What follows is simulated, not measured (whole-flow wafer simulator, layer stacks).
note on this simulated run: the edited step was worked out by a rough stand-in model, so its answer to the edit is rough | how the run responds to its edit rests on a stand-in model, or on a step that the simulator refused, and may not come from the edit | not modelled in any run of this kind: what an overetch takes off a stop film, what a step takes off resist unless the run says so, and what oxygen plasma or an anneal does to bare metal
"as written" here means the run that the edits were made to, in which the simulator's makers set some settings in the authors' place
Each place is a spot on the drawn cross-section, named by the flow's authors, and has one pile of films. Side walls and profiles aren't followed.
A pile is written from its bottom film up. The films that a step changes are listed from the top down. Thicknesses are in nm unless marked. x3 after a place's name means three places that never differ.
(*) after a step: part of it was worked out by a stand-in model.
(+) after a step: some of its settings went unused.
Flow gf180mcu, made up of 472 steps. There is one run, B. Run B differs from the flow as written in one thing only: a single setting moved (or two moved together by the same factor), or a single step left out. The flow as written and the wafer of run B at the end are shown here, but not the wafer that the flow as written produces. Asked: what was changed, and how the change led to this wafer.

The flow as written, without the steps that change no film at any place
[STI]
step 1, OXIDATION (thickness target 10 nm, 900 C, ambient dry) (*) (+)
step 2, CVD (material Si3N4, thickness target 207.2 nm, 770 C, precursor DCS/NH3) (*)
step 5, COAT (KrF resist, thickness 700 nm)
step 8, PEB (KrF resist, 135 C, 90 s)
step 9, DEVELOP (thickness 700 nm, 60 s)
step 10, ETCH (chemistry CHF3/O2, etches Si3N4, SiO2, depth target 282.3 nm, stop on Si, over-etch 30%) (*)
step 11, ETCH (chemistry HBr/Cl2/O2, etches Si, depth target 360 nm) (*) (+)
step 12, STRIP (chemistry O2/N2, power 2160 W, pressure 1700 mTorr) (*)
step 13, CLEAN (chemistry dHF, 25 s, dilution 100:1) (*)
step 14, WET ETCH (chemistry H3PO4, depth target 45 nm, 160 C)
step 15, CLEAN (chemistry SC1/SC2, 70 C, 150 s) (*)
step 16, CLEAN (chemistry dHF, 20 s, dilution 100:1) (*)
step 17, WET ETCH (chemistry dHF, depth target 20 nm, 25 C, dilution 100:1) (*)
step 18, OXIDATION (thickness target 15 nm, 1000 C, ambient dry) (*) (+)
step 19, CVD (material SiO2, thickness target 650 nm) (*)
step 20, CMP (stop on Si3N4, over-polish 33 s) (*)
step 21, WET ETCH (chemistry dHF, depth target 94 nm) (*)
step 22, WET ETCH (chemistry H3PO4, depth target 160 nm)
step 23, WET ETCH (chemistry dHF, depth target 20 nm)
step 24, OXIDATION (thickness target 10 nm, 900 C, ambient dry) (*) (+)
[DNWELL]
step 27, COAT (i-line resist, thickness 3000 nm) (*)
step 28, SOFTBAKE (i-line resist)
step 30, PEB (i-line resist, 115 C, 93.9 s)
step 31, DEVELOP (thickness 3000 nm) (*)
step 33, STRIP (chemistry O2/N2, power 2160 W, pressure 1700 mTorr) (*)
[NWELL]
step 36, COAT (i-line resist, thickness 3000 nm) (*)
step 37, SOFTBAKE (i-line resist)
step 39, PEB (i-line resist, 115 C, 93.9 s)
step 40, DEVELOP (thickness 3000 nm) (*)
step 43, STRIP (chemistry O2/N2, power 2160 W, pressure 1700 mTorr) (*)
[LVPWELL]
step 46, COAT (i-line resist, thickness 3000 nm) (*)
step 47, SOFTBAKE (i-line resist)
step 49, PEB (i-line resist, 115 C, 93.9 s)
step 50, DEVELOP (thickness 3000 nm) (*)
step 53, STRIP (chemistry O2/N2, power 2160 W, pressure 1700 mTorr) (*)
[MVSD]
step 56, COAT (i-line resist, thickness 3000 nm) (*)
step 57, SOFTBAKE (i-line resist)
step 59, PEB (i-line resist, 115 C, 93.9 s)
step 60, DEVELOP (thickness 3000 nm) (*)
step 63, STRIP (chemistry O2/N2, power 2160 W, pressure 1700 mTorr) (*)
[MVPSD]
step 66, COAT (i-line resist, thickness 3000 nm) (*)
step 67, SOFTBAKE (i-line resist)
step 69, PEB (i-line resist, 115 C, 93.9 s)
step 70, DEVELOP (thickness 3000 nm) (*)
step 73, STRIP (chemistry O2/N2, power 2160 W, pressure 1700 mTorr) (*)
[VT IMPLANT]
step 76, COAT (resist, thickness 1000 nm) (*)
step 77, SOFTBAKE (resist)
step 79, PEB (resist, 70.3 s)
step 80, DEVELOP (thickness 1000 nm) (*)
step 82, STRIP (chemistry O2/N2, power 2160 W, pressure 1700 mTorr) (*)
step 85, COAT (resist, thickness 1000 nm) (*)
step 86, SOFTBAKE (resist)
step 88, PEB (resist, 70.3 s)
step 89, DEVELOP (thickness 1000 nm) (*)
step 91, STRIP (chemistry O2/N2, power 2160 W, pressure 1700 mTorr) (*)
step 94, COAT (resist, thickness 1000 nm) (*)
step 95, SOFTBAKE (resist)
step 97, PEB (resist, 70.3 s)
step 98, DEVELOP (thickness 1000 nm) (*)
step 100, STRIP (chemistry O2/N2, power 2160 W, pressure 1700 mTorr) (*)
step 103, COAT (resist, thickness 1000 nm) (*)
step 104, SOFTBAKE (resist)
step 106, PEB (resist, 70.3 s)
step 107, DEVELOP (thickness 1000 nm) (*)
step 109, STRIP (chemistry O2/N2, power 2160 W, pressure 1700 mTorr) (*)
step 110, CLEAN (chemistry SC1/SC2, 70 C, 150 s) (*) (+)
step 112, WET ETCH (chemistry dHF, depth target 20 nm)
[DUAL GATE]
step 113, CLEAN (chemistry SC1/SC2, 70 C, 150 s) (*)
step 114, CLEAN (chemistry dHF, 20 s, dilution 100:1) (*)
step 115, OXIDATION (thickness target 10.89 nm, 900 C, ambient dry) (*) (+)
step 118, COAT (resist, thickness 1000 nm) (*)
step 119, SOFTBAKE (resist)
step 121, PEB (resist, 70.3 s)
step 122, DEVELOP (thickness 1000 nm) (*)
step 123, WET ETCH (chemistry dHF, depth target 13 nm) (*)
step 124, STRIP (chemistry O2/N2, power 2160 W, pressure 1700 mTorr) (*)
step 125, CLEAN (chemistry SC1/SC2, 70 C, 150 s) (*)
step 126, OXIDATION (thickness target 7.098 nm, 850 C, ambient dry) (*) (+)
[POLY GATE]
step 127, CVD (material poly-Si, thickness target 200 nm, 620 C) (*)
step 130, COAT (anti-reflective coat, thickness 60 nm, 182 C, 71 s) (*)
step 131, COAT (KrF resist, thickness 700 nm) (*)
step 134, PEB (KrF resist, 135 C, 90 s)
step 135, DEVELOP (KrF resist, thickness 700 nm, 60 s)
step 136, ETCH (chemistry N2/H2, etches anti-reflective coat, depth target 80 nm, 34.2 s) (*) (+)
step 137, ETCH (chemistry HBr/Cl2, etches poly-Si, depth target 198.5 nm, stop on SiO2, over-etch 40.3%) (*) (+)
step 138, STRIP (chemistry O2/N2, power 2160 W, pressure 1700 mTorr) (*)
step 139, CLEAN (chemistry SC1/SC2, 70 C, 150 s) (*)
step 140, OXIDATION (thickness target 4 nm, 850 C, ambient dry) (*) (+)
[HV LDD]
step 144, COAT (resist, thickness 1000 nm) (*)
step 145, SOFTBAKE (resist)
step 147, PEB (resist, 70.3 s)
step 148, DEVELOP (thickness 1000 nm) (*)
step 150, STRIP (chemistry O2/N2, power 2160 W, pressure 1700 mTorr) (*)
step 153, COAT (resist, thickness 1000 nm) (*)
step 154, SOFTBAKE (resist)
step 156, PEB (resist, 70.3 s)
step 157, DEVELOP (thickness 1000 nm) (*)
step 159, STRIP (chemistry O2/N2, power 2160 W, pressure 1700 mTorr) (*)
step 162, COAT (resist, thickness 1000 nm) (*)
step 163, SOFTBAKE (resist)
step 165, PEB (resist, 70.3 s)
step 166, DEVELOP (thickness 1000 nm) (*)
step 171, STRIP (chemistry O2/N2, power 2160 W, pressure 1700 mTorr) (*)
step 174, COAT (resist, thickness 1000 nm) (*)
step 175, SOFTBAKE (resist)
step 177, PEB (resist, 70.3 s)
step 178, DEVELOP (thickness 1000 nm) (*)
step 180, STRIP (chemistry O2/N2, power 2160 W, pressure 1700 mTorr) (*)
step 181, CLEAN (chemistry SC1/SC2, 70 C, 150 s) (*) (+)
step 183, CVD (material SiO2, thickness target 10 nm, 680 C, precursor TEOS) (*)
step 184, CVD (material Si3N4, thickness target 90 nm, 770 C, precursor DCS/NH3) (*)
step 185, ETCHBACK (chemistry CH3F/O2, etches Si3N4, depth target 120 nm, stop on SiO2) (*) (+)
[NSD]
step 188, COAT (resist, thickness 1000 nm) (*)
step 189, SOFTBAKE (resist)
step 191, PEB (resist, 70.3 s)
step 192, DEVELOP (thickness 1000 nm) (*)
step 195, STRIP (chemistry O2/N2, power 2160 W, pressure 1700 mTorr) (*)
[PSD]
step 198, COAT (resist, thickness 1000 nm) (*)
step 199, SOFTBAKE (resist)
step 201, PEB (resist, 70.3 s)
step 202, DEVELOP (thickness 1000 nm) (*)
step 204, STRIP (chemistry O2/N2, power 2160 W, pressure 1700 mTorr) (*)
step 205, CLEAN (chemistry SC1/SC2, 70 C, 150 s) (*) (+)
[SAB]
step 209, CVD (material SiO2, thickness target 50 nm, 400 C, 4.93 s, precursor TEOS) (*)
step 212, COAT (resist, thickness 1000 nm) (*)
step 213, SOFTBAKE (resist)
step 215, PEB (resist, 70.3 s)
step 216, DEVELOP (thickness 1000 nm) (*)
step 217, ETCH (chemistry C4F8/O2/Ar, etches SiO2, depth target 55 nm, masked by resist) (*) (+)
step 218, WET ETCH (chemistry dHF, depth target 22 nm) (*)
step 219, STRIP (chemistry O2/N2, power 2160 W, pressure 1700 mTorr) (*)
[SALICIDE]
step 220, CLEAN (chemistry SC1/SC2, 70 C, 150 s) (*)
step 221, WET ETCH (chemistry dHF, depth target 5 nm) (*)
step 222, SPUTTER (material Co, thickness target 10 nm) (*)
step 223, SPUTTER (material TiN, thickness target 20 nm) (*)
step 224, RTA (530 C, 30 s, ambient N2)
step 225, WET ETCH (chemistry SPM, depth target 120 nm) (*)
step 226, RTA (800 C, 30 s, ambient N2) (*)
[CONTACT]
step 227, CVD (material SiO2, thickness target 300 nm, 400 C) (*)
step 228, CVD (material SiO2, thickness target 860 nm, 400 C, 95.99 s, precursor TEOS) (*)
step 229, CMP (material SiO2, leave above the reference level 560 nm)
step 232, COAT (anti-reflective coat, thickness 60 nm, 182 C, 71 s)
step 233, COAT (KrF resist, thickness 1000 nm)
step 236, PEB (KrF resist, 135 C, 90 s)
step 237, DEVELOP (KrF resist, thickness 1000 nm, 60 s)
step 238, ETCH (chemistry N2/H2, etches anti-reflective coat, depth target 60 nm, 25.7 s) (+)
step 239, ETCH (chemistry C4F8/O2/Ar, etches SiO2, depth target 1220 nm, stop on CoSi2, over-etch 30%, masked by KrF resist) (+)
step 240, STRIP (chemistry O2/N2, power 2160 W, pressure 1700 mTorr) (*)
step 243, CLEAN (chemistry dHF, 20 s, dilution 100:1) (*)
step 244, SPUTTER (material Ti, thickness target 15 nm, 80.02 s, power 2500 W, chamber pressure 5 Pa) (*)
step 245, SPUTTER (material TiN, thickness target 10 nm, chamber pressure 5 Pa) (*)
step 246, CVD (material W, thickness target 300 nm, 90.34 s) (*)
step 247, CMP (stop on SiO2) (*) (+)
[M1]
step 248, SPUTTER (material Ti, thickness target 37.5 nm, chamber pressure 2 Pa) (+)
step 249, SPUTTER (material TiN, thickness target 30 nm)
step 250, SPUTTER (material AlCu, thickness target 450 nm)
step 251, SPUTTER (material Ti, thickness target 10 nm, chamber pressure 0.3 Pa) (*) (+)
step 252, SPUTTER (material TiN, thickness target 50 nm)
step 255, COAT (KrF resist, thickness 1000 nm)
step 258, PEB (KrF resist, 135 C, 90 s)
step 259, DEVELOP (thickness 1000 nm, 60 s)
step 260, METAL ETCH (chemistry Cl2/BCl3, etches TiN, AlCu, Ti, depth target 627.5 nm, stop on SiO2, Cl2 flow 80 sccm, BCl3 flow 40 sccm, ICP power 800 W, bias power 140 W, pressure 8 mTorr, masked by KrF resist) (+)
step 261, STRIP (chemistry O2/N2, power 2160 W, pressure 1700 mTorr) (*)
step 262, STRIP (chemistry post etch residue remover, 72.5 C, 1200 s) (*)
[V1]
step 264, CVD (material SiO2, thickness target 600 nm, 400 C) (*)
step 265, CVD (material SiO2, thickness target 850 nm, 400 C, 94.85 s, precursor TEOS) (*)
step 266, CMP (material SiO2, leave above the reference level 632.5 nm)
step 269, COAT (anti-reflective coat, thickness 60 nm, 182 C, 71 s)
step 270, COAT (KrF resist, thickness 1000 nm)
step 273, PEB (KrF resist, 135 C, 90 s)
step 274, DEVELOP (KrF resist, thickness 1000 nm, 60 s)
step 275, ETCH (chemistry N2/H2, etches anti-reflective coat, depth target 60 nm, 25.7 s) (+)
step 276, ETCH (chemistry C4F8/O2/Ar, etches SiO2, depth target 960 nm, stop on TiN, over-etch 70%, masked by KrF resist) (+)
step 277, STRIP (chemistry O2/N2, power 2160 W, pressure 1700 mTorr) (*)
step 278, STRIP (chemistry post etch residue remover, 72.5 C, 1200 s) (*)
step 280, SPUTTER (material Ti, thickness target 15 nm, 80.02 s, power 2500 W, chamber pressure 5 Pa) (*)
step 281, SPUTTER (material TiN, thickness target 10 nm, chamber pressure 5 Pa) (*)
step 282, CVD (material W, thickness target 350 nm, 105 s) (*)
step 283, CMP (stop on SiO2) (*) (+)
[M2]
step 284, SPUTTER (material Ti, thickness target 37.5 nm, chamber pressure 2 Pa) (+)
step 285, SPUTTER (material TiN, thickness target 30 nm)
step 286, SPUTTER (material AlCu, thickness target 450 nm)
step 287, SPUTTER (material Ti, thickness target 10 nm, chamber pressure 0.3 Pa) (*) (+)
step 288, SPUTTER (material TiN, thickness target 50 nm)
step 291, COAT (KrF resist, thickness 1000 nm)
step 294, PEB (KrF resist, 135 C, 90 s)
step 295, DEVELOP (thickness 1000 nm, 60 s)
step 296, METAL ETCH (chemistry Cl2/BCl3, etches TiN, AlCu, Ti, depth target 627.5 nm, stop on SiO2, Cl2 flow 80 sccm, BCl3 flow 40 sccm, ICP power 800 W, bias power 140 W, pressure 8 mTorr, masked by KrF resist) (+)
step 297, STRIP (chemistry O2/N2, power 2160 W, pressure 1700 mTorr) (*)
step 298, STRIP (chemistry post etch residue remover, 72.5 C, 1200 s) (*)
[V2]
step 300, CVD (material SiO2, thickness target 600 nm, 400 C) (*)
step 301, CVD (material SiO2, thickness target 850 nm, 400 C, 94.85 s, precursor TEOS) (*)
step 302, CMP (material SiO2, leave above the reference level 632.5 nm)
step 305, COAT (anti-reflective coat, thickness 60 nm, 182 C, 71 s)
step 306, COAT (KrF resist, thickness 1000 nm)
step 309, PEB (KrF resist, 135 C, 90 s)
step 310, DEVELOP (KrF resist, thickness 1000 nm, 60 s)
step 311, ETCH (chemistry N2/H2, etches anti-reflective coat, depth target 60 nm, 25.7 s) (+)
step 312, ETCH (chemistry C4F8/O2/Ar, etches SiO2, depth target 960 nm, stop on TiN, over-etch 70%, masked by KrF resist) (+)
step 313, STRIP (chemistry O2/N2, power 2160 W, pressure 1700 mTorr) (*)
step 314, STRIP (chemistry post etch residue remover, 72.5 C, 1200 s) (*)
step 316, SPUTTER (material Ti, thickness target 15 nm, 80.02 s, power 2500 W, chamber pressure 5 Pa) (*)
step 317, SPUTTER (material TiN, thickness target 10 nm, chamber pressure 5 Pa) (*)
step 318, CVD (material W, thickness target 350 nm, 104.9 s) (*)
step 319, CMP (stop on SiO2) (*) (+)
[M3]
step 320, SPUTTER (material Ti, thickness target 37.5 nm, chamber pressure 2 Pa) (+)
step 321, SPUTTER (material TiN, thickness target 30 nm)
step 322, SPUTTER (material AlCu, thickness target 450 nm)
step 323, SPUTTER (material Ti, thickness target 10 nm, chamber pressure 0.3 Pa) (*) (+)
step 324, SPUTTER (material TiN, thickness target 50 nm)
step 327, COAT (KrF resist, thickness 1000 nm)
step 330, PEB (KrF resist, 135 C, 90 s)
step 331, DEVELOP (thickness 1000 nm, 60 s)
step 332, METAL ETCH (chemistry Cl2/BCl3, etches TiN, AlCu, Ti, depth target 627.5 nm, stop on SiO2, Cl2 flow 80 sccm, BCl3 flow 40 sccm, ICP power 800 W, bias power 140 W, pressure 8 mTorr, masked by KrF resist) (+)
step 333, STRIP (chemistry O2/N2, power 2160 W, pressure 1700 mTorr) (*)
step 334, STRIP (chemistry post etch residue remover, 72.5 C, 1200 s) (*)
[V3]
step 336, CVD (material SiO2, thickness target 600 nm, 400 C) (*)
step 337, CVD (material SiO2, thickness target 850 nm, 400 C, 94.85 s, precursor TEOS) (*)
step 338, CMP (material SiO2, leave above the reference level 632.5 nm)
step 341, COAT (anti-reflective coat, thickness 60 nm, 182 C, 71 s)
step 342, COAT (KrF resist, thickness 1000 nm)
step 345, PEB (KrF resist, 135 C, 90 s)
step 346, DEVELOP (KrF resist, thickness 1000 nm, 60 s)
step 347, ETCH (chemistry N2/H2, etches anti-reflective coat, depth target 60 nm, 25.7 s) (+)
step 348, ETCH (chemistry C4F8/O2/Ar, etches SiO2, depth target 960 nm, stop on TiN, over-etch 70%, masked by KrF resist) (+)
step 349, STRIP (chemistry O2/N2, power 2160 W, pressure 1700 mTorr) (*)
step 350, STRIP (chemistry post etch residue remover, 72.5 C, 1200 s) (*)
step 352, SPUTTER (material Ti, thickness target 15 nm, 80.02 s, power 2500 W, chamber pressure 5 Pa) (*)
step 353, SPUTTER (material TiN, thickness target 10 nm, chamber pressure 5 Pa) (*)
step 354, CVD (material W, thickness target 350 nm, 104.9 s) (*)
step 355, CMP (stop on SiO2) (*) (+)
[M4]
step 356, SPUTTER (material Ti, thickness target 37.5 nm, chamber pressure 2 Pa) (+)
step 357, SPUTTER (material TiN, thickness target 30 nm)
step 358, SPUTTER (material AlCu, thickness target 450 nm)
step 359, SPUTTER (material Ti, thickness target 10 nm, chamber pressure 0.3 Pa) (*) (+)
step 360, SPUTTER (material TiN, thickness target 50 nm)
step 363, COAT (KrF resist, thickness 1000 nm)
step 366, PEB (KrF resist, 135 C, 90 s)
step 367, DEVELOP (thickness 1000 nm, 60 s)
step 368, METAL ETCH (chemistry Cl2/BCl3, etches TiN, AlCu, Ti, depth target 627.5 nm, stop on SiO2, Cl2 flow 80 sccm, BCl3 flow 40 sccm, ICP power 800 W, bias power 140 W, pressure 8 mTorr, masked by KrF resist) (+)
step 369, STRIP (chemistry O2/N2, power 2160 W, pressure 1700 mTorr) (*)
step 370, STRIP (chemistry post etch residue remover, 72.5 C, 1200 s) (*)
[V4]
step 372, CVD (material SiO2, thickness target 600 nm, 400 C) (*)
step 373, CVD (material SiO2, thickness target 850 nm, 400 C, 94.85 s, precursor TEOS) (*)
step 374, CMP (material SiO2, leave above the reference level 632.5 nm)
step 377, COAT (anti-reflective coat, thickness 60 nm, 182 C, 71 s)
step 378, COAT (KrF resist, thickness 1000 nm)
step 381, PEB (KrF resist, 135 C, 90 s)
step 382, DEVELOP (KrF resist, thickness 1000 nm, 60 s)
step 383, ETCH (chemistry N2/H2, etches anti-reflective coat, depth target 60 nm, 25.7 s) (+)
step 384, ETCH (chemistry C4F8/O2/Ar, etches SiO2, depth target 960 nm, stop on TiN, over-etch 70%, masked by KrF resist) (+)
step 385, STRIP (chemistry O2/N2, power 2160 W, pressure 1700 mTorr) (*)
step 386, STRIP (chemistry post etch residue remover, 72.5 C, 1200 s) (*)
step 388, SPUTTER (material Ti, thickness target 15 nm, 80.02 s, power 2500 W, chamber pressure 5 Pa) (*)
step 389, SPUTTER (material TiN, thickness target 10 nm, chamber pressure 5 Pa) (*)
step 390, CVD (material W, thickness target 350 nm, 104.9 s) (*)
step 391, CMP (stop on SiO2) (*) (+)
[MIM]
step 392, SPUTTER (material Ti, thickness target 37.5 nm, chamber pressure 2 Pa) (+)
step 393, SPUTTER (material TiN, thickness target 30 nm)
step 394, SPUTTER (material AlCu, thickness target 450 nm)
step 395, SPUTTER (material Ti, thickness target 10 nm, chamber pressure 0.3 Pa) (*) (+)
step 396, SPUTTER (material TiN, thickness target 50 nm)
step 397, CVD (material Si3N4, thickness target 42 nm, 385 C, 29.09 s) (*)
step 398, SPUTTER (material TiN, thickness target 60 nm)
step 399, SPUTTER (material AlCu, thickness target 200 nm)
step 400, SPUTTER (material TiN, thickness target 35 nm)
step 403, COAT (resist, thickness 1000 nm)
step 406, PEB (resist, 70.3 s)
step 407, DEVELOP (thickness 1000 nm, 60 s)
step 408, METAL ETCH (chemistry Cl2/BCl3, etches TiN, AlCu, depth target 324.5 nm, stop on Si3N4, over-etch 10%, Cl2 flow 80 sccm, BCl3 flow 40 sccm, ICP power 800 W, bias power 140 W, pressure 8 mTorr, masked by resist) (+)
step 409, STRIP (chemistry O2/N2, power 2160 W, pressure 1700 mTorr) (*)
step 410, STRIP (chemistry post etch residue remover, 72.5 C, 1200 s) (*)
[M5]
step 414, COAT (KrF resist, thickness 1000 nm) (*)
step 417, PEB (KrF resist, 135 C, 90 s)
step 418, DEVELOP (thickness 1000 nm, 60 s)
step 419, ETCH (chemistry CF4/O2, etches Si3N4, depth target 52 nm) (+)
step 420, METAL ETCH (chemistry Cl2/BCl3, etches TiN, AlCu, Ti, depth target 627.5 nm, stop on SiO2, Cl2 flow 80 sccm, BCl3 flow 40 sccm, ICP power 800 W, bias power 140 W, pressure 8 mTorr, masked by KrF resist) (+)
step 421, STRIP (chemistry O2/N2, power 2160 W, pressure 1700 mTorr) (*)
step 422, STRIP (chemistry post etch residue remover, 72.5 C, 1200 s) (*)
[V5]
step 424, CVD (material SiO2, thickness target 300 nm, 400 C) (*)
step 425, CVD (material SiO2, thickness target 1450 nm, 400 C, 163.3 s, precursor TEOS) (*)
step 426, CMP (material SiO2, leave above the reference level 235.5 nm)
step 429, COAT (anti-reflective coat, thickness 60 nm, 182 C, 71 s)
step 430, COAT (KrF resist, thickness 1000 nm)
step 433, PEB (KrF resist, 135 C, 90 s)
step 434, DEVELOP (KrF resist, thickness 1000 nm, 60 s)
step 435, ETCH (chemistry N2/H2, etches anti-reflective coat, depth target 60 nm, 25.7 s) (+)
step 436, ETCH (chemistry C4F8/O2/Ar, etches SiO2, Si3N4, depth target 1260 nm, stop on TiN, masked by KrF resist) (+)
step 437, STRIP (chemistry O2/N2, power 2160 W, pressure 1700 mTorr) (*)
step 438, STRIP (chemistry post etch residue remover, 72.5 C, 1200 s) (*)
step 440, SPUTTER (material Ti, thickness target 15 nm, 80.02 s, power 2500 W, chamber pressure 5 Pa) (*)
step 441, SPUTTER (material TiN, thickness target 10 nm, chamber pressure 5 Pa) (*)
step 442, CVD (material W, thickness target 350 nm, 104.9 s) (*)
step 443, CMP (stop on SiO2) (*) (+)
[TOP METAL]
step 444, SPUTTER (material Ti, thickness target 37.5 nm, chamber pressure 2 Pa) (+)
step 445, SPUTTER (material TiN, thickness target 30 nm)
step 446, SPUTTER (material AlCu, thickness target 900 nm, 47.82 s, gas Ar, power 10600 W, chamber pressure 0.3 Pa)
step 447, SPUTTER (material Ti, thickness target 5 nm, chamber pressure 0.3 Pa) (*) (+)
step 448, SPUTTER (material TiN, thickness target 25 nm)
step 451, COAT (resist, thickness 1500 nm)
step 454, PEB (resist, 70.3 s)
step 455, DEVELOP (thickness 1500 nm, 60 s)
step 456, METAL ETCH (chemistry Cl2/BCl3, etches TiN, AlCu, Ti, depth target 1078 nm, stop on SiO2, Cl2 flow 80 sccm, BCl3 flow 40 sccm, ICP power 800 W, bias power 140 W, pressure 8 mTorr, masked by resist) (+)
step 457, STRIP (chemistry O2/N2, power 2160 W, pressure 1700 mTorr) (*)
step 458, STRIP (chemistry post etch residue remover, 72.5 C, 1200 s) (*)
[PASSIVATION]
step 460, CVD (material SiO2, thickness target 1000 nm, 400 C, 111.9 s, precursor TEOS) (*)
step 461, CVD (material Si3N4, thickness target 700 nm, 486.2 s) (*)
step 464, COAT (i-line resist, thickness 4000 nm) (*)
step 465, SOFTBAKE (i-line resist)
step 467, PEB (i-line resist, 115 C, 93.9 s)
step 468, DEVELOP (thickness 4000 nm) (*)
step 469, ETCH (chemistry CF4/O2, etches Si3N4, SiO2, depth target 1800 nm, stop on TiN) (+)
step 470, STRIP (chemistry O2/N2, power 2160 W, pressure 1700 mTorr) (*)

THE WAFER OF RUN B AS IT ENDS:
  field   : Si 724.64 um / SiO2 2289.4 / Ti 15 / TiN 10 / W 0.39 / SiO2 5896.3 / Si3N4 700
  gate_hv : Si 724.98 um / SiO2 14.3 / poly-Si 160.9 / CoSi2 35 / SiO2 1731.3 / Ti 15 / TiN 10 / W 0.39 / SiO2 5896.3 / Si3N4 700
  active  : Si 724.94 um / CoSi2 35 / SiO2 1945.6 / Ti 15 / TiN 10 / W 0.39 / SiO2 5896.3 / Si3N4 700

Cause: step 265, CVD: thickness target 484 nm was run, while the flow as written has thickness target 850 nm; step 265, CVD: 54.07 s was run, where the flow has 94.85 s.

The path from the change to this, step by step:
  step 265, CVD (material SiO2, thickness target 850 nm, 400 C, 94.85 s, precursor TEOS) (*)
      field, field__w1, field__w2 and 108 more: +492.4 SiO2 (as written it would have been: +850 SiO2)
  step 266, CMP (material SiO2, leave above the reference level 632.5 nm)
      field, field__w1, field__w2 and 99 more: nothing (as written it would have been: -300 SiO2)
      field__w8, contact, m1 and 6 more: -519.4 SiO2 (as written it would have been: -877.1 SiO2)
  step 269, COAT (anti-reflective coat, thickness 60 nm, 182 C, 71 s)
      m1__w1, polyc_p_rim: +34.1 anti-reflective coat (new film) (as written it would have been: +60 anti-reflective coat (new film))
      field: +82.9 anti-reflective coat (new film) (as written it would have been: +60 anti-reflective coat (new film))
      (as well as at 12 more places)
  step 270, COAT (KrF resist, thickness 1000 nm)
      m1: +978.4 KrF resist (new film) (as written it would have been: +1000 KrF resist (new film))
      m1_nw: +976.2 KrF resist (new film) (as written it would have been: +1000 KrF resist (new film))
  step 275, ETCH (chemistry N2/H2, etches anti-reflective coat, depth target 60 nm, 25.7 s) (+)
      contact: -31 anti-reflective coat (all of it), -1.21 SiO2 (as written it would have been: -60 anti-reflective coat (all of it), -0.46 SiO2)
  step 277, STRIP (chemistry O2/N2, power 2160 W, pressure 1700 mTorr) (*)
      field: -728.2 KrF resist (all of it), -82.9 anti-reflective coat (all of it) (as written it would have been: -739.2 KrF resist (all of it), -60 anti-reflective coat (all of it))
      field__w8: -733.1 KrF resist (all of it), -28.9 anti-reflective coat (all of it) (as written it would have been: -739.2 KrF resist (all of it), -60 anti-reflective coat (all of it))
      (as well as at 12 more places)
  step 282, CVD (material W, thickness target 350 nm, 105 s) (*)
      contact: +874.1 W (new film) (as written it would have been: +932.3 W (new film))
  step 283, CMP (stop on SiO2) (*) (+)
      field, field__w1, field__w2 and 99 more: -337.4 W (as written it would have been: -350 W (all of it), -10 TiN (all of it), -15 Ti (all of it), -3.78 SiO2)
      field__w8, m1, m1__w1, polyc_n, polyc_n_rim, polyc_p, polyc_p_rim, m1_nw: -350 W (all of it), -10 TiN (all of it), -15 Ti (all of it), -20 SiO2 (as written it would have been: -350 W (all of it), -10 TiN (all of it), -15 Ti (all of it), -3.78 SiO2)
      (as well as at 1 more place)
  step 296, METAL ETCH (chemistry Cl2/BCl3, etches TiN, AlCu, Ti, depth target 627.5 nm, stop on SiO2, Cl2 flow 80 sccm, BCl3 flow 40 sccm, ICP power 800 W, bias power 140 W, pressure 8 mTorr, masked by KrF resist) (+)
      field, field__w1, field__w2 and 99 more: -50 TiN (all of it), -10 Ti (all of it), -450 AlCu (all of it), -30 TiN (all of it), -37.5 Ti (all of it), -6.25 W (as written it would have been: -50 TiN (all of it), -10 Ti (all of it), -450 AlCu (all of it), -30 TiN (all of it), -37.5 Ti (all of it))
  step 298, STRIP (chemistry post etch residue remover, 72.5 C, 1200 s) (*)
      field, field__w1, field__w2 and 99 more: -6.01 W (as written it would have been: nothing)
  step 300, CVD (material SiO2, thickness target 600 nm, 400 C) (*)
      field, field__w1, field__w2 and 99 more: +600 SiO2 (new film) (as written it would have been: +600 SiO2)
  step 302, CMP (material SiO2, leave above the reference level 632.5 nm)
      field, field__w1, field__w2 and 99 more: -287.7 SiO2 (as written it would have been: -300 SiO2)
Taking metal films that touch as one body, field has 1 body; the flow as written gives 0 bodies.
Taking metal films that touch as one body, gate_hv has 2 bodies (between them, from the top down: SiO2 1731.3); the flow as written gives 1 body.
Taking metal films that touch as one body, active has 2 bodies (between them, from the top down: SiO2 1945.6); the flow as written gives 1 body.
